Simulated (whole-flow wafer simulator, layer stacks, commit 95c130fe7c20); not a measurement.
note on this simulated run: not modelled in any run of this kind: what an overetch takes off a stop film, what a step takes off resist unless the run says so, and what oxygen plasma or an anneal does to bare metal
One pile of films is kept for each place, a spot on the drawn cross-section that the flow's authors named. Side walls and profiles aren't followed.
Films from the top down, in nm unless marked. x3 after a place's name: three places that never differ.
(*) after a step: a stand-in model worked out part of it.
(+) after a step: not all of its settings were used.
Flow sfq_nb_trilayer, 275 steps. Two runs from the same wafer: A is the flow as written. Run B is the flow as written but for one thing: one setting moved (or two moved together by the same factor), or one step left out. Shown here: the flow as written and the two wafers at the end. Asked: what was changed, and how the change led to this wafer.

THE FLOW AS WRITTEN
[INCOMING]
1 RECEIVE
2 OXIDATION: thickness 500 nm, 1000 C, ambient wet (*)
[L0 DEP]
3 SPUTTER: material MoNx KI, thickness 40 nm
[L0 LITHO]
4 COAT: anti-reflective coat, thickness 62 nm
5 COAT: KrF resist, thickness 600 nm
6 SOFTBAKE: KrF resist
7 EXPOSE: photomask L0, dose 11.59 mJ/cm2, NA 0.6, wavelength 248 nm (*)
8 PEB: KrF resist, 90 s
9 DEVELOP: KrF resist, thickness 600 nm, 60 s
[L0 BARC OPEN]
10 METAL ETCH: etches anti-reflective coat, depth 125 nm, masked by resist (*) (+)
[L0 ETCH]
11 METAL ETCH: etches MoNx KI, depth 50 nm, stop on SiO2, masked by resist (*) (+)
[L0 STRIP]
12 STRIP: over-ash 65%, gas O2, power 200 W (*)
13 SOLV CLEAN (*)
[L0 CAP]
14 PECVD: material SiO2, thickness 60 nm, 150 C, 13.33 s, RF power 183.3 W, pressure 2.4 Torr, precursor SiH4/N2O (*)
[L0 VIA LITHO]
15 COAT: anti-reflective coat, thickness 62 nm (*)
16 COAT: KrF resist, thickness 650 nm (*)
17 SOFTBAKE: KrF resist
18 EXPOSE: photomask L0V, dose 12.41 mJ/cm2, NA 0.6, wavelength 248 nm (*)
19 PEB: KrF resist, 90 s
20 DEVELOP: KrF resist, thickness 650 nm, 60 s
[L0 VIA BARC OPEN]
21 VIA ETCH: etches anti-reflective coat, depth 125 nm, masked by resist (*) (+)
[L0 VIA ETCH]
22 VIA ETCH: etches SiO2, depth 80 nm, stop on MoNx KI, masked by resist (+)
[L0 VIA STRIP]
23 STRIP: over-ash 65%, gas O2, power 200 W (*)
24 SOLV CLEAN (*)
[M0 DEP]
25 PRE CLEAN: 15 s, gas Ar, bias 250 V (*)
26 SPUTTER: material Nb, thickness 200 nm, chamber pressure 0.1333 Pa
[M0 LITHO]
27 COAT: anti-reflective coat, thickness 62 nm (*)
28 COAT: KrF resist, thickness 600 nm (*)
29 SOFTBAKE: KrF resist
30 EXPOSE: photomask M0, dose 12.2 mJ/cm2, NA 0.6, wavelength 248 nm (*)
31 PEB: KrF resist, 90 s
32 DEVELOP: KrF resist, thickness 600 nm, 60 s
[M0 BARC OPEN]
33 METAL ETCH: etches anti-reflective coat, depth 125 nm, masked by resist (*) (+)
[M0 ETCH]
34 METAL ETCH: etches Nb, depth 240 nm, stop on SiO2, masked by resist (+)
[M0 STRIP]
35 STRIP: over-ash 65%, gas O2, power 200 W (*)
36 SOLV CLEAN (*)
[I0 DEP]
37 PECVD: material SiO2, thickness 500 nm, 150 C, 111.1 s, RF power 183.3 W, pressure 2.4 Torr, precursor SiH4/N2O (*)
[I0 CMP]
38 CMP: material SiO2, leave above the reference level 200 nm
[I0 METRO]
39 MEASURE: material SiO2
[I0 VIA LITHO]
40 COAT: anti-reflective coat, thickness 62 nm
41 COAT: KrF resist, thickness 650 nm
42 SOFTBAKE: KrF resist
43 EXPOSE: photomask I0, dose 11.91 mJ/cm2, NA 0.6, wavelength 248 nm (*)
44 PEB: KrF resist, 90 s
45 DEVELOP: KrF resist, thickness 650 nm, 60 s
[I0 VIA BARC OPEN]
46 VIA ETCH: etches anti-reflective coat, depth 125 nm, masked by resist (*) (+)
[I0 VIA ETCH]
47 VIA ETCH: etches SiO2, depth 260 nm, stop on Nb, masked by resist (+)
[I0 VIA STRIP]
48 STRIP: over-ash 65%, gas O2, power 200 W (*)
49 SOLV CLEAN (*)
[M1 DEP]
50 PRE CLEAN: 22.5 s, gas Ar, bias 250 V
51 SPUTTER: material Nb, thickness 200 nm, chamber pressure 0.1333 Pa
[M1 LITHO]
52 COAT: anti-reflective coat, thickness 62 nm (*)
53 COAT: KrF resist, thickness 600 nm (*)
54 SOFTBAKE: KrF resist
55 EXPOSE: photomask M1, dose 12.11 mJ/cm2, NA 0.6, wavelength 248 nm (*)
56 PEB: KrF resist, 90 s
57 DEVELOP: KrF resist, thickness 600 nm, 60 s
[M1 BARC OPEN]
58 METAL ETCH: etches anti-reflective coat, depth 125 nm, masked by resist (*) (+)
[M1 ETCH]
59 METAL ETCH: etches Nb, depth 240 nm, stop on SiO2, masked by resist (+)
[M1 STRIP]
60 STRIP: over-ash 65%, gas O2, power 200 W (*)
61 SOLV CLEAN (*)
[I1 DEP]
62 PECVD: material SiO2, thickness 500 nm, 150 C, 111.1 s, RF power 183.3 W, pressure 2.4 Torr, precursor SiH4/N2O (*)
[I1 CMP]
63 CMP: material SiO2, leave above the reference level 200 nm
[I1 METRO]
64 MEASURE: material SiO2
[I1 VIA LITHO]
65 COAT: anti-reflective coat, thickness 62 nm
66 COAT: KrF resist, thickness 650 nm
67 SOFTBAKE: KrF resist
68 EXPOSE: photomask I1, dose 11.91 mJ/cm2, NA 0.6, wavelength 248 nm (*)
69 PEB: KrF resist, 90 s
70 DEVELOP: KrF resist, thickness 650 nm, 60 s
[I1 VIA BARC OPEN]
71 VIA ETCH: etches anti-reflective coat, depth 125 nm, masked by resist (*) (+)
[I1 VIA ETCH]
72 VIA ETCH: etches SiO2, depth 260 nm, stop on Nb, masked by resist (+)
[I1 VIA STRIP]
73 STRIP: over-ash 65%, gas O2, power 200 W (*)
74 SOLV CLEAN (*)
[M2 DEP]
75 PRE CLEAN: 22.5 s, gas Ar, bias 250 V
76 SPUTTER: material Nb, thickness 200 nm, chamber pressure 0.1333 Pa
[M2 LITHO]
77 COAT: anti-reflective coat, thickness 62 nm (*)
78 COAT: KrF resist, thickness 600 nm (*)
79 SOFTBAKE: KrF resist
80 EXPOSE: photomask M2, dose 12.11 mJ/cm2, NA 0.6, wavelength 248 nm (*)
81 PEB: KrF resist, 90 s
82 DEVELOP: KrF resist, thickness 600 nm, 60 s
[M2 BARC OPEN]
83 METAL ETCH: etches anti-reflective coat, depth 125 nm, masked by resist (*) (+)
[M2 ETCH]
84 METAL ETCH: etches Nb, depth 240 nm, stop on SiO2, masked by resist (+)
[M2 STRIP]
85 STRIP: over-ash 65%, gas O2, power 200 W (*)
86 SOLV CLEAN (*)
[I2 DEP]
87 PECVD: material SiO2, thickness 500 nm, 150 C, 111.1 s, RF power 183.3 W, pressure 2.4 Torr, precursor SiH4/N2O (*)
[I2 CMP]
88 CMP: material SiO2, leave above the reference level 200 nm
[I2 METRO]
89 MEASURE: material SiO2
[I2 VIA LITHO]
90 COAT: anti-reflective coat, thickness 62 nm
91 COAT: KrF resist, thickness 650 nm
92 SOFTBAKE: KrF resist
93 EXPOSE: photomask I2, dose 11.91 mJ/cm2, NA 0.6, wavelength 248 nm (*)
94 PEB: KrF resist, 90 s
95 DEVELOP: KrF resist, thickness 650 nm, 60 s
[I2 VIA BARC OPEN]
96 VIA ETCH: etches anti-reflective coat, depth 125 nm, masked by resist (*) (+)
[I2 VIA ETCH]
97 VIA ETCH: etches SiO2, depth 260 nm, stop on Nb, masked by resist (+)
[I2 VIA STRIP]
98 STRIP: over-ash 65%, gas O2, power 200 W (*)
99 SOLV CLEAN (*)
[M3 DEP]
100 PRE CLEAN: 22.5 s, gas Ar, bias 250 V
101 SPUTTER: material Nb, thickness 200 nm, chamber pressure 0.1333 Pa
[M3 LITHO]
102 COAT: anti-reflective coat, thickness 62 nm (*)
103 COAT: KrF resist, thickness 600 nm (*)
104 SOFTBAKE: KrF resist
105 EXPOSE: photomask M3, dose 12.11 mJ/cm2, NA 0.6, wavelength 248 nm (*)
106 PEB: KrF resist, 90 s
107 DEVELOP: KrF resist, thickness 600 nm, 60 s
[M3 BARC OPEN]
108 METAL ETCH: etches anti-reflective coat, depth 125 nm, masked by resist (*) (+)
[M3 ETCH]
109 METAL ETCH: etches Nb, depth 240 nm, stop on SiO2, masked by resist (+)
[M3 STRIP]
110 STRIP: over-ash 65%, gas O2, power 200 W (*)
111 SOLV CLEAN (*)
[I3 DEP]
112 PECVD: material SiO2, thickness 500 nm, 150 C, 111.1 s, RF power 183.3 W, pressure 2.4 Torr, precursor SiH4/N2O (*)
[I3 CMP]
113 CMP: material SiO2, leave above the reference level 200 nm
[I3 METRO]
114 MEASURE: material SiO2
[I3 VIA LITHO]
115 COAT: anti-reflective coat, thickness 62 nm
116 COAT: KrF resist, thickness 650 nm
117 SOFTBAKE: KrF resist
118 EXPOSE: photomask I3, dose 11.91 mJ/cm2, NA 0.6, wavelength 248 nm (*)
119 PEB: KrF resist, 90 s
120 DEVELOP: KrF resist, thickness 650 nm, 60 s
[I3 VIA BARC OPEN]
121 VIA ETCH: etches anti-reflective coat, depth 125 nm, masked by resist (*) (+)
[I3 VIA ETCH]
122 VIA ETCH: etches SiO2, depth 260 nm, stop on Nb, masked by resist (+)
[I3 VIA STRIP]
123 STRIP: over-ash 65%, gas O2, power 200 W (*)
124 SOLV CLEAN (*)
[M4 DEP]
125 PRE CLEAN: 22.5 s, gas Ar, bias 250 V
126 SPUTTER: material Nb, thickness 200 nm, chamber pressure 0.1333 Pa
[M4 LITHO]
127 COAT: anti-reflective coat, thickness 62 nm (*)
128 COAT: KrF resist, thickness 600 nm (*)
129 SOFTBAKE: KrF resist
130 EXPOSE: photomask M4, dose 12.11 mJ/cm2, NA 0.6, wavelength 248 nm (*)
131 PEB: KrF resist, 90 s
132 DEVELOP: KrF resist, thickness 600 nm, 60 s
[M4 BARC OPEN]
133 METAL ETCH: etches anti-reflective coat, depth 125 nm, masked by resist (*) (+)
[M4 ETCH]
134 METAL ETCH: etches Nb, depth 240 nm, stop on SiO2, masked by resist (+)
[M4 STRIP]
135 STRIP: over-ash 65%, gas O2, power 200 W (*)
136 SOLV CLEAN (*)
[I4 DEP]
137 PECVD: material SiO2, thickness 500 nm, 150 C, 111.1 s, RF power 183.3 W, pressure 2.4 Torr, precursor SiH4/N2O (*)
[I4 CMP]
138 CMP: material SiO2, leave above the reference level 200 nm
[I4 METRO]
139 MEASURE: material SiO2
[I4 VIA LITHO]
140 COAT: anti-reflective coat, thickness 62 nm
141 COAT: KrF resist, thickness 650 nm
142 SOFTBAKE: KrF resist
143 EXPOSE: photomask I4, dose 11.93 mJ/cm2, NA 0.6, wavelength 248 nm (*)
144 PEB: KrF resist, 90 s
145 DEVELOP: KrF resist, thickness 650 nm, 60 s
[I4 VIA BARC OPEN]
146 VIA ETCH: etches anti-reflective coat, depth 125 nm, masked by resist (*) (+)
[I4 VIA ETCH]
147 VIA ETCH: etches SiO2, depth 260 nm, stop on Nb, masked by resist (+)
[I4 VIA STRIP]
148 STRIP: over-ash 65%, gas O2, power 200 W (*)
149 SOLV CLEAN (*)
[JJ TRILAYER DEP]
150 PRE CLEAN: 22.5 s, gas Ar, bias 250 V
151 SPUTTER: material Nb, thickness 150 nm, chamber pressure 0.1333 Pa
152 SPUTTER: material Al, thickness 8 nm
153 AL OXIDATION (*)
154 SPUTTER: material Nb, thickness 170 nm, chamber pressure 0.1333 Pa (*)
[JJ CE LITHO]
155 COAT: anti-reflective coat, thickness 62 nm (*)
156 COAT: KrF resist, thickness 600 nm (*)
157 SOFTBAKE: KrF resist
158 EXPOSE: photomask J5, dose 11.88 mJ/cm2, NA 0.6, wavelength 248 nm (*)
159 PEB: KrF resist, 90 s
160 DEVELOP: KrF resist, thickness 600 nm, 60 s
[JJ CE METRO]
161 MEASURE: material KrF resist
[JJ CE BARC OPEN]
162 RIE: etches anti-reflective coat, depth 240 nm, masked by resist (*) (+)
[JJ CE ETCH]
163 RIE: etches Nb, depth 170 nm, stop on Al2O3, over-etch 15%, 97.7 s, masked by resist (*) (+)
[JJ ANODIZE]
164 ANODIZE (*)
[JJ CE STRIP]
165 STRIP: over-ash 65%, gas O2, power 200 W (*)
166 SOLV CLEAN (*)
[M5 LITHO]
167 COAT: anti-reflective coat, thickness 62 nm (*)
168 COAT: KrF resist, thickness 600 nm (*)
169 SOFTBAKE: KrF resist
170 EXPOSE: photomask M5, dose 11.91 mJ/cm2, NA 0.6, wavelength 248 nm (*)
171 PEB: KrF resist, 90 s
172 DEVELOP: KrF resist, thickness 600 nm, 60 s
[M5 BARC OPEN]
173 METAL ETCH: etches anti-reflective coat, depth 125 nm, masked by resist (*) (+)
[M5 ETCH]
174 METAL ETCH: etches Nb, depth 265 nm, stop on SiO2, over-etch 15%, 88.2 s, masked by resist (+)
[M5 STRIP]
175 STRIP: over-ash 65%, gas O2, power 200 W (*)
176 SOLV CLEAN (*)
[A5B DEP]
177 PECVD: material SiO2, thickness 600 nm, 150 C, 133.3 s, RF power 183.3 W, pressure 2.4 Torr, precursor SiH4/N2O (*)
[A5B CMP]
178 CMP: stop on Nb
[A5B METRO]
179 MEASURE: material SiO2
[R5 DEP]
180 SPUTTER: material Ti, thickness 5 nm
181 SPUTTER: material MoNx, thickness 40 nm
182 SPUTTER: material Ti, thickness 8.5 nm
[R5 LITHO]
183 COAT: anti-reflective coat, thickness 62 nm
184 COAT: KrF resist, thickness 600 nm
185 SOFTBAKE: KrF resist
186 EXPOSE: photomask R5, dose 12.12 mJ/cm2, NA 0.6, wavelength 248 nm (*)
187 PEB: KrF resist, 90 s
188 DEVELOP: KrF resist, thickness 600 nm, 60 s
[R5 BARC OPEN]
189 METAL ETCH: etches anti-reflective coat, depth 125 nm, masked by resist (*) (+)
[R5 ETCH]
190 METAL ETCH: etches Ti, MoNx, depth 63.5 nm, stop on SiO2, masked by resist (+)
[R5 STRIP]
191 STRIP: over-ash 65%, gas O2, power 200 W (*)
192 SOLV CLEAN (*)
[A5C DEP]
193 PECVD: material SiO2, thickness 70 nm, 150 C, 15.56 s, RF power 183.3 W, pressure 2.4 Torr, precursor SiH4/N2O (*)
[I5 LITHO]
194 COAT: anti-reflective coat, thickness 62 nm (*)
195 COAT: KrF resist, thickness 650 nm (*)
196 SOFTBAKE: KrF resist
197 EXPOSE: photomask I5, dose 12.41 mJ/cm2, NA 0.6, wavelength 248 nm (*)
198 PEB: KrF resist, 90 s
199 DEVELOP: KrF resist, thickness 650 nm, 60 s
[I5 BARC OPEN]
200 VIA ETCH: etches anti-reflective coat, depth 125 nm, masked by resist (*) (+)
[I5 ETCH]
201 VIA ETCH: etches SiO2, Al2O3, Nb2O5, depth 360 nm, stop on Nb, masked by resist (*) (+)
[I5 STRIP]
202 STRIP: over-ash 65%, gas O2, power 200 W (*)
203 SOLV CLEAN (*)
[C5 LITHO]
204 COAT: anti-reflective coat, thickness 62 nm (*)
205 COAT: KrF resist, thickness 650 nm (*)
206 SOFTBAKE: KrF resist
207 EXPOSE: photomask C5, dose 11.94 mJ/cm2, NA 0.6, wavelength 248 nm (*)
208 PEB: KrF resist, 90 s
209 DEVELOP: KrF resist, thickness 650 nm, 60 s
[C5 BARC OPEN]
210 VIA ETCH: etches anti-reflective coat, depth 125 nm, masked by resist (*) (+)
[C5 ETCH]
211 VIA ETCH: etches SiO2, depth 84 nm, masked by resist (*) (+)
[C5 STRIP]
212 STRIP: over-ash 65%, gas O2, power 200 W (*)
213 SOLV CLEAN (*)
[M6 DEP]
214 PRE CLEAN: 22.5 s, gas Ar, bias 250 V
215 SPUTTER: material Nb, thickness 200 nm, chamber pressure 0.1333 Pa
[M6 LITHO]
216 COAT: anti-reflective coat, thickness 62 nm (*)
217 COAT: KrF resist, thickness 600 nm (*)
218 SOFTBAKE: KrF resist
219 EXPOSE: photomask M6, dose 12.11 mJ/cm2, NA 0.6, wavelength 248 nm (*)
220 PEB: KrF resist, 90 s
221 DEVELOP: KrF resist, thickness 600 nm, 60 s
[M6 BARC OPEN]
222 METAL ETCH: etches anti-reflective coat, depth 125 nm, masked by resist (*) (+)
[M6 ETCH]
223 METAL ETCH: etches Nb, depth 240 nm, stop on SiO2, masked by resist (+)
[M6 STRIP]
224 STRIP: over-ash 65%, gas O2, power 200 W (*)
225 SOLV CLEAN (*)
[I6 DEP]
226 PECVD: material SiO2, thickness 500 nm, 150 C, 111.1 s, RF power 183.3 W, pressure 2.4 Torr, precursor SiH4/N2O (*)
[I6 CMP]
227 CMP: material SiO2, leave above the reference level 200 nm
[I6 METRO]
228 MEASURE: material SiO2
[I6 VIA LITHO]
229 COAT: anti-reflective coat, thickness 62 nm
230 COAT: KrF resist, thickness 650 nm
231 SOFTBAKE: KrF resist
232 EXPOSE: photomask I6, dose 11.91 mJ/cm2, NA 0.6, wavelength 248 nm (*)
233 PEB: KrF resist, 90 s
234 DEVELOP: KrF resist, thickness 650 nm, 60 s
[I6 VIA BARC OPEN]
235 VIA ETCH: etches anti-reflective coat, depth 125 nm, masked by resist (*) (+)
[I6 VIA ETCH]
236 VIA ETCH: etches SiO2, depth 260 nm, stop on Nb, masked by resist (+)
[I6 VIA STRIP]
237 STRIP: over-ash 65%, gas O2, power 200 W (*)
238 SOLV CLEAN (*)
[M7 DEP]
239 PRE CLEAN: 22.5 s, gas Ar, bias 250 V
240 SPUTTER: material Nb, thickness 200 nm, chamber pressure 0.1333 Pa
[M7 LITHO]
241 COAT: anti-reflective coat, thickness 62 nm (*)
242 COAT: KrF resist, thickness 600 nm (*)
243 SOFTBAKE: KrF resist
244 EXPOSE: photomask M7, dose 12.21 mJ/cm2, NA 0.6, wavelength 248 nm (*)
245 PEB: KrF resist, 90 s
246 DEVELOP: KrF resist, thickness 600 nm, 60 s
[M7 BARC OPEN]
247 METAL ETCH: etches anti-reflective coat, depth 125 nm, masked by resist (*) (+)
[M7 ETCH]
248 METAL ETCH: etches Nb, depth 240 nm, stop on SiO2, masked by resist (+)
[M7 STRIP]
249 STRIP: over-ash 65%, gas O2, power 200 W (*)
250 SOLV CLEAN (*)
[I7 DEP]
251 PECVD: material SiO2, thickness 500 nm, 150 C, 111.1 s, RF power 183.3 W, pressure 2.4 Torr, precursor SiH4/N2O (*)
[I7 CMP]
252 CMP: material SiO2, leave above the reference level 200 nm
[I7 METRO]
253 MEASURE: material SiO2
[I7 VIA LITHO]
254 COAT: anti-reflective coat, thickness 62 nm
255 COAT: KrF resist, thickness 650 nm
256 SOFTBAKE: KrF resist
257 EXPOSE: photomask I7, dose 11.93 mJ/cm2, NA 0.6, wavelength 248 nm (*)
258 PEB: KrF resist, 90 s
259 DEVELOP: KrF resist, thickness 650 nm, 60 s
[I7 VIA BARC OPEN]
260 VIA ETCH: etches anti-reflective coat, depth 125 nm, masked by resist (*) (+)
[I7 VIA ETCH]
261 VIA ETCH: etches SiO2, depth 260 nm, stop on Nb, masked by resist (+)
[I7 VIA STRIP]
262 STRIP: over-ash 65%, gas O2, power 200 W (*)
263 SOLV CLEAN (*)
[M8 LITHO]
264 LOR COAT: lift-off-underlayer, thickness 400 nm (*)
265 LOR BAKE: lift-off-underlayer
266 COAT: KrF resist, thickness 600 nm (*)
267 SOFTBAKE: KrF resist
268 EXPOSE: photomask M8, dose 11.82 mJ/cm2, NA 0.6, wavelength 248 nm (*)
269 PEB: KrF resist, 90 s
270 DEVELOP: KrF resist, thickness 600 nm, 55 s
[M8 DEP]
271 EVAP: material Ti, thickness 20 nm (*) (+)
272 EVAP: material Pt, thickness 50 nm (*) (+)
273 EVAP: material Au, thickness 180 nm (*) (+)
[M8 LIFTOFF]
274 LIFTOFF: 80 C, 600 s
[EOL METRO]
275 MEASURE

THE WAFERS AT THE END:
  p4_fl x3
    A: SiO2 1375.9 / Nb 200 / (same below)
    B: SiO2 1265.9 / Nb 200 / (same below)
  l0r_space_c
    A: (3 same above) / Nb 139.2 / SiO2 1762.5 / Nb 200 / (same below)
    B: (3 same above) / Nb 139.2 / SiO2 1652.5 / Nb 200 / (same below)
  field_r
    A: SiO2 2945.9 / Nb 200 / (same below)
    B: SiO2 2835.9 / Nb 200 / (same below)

The cause: step 138, CMP: leave above the reference level 90 nm was run, where the flow has leave above the reference level 200 nm.

How the change led to this, step by step:
  138 CMP: material SiO2, leave above the reference level 200 nm
      field_l, be, be_sur and 55 more: A SiO2 -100 | B SiO2 -210
      v_sur, via_wl, via_w and 35 more: A SiO2 -300 | B SiO2 -410
      (and at 10 more places)
  147 VIA ETCH: etches SiO2, depth 260 nm, stop on Nb, masked by resist (+)
      field_l, v_sur, via_sp and 100 more: A KrF resist -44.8 | B KrF resist -23.2
      via_wl, via_w, via_wr: A SiO2 -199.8 (all of it) | B SiO2 -89.8 (all of it)
  148 STRIP: over-ash 65%, gas O2, power 200 W (*)
      field_l, v_sur, via_sp and 100 more: A KrF resist -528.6 (all of it), anti-reflective coat -62 (all of it) | B KrF resist -550.2 (all of it), anti-reflective coat -62 (all of it)
  151 SPUTTER: material Nb, thickness 150 nm, chamber pressure 0.1333 Pa
      via_wl, via_w, via_wr: A Nb +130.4 | B Nb +143.3
  152 SPUTTER: material Al, thickness 8 nm
      via_wl, via_wr: A Al +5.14 (new film) | B Al +6.47 (new film)
      via_w: A Al +7.12 (new film) | B Al +7.91 (new film)
  154 SPUTTER: material Nb, thickness 170 nm, chamber pressure 0.1333 Pa (*)
      via_wl, via_wr: A Nb +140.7 (new film) | B Nb +133.6 (new film)
      via_w: A Nb +141 (new film) | B Nb +168.6 (new film)
  155 COAT: anti-reflective coat, thickness 62 nm (*)
      via_wl, via_wr: A anti-reflective coat +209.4 (new film) | B anti-reflective coat +150.7 (new film)
      v_sur: A anti-reflective coat +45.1 (new film) | B anti-reflective coat +51 (new film)
      (and at 2 more places)
  156 COAT: KrF resist, thickness 600 nm (*)
      via_wl: A KrF resist +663 (new film) | B KrF resist +628.9 (new film)
      via_w: A KrF resist +763.8 (new film) | B KrF resist +655.4 (new film)
      (and at 1 more place)
  160 DEVELOP: KrF resist, thickness 600 nm, 60 s
      via_wl: A KrF resist -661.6 (all of it) | B KrF resist -627.6 (all of it)
      via_w: A KrF resist -762.1 (all of it) | B KrF resist -654 (all of it)
      (and at 1 more place)
  162 RIE: etches anti-reflective coat, depth 240 nm, masked by resist (*) (+)
      ce_l, c5j, ce_r, wl_jj: A KrF resist -209.4 | B KrF resist -150.7
      via_wl, via_wr: A anti-reflective coat -209.4 (all of it) | B anti-reflective coat -150.7 (all of it)
      (and at 3 more places)
  163 RIE: etches Nb, depth 170 nm, stop on Al2O3, over-etch 15%, 97.7 s, masked by resist (*) (+)
      via_w: A Nb -141 (all of it), Al2O3 -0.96 (all of it) | B Nb -168.6 (all of it), Al2O3 -0.54
      via_wl, via_wr: A Nb -140.7 (all of it), Al2O3 -0.96 (all of it) | B Nb -133.6 (all of it), Al2O3 -0.96 (all of it)
  164 ANODIZE (*)
      via_w: A Al2O3 +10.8 (new film), Nb2O5 +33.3 (new film), Al -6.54 (all of it), Nb -12 | B Al2O3 +12.1, Nb2O5 +30.3 (new film), Al -7.33 (all of it), Nb -10.9
      via_wl, via_wr: A Al2O3 +7.52 (new film), Nb2O5 +39.2 (new film), Al -4.56 (all of it), Nb -14.1 | B Al2O3 +9.72 (new film), Nb2O5 +35.3 (new film), Al -5.89 (all of it), Nb -12.7
  165 STRIP: over-ash 65%, gas O2, power 200 W (*)
      c5j, ce_r: A KrF resist -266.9 (all of it), anti-reflective coat -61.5 (all of it) | B KrF resist -326.3 (all of it), anti-reflective coat -61.8 (all of it)
      ce_l: A KrF resist -266.8 (all of it), anti-reflective coat -61.4 (all of it) | B KrF resist -326.2 (all of it), anti-reflective coat -61.8 (all of it)
      (and at 1 more place)
  167 COAT: anti-reflective coat, thickness 62 nm (*)
      v_sur: A anti-reflective coat +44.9 (new film) | B anti-reflective coat +48.3 (new film)
      via_wl: A anti-reflective coat +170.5 (new film) | B anti-reflective coat +99.2 (new film)
      (and at 3 more places)
  168 COAT: KrF resist, thickness 600 nm (*)
      v_sur: A KrF resist +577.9 (new film) | B KrF resist +595.4 (new film)
      via_wl: A KrF resist +656 (new film) | B KrF resist +633.6 (new film)
      (and at 3 more places)
  175 STRIP: over-ash 65%, gas O2, power 200 W (*)
      v_sur: A KrF resist -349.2 (all of it), anti-reflective coat -44.9 (all of it) | B KrF resist -366.5 (all of it), anti-reflective coat -48.3 (all of it)
      via_wl: A KrF resist -427 (all of it), anti-reflective coat -170.5 (all of it) | B KrF resist -404.7 (all of it), anti-reflective coat -99.2 (all of it)
      (and at 3 more places)
  178 CMP: stop on Nb
      via_wl, via_wr: A SiO2 -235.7 | B SiO2 -358.3
      via_w: A SiO2 -235.2 | B SiO2 -357.9
